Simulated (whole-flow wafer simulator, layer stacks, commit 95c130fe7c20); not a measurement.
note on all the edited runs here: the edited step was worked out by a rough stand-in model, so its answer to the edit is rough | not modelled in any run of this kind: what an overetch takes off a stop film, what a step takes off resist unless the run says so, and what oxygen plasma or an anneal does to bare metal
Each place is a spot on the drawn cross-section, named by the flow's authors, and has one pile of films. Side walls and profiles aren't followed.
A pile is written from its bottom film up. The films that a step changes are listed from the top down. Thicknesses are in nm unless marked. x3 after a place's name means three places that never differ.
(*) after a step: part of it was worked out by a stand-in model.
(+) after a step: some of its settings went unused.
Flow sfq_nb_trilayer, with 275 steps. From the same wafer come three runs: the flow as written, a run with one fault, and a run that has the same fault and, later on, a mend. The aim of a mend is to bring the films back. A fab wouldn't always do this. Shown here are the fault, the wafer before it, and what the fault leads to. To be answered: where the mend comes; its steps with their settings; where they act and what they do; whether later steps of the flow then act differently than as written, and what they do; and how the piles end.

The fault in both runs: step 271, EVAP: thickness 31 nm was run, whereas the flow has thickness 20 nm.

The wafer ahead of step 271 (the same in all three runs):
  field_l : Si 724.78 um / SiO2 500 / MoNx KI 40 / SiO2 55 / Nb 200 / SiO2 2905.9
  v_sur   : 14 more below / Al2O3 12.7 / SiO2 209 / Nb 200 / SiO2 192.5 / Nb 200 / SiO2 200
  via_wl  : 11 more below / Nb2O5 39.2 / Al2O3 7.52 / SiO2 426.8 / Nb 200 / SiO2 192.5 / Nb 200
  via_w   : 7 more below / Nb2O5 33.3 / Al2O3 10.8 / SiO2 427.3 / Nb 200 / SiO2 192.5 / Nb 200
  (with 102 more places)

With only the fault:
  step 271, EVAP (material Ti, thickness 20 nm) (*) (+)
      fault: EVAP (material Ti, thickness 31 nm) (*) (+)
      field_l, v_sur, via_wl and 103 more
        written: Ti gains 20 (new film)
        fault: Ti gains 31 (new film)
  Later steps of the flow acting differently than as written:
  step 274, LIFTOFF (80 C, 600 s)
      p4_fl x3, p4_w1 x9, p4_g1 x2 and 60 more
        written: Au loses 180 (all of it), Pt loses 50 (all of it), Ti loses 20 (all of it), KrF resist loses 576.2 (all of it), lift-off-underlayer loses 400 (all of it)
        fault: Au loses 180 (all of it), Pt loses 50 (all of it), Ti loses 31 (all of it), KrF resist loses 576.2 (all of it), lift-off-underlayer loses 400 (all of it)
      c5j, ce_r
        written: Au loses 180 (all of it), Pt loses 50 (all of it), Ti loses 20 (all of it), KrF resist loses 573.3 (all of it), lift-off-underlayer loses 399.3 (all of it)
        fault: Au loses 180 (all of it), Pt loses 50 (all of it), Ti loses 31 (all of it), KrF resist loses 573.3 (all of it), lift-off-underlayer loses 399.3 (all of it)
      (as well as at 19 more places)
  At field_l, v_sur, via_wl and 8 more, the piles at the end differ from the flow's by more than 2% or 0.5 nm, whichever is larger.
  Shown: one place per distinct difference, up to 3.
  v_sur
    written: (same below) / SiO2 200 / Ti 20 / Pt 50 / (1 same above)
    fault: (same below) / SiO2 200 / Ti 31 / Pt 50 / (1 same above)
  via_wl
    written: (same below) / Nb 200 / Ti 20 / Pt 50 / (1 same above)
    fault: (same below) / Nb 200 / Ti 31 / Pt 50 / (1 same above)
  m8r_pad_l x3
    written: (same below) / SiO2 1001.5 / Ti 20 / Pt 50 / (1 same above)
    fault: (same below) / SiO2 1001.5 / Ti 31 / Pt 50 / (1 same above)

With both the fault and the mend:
  The mend follows step 271.
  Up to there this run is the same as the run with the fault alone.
  step 271a, METAL ETCH (etches Ti, MoNx, depth 11 nm) (the flow's step 190, run once more with other settings)
      field_l, v_sur, via_wl and 103 more
        Ti loses 11
  Later steps of the flow that are run all act as written at every place that is followed.
  The piles end the same as the flow's at every place that both follow.
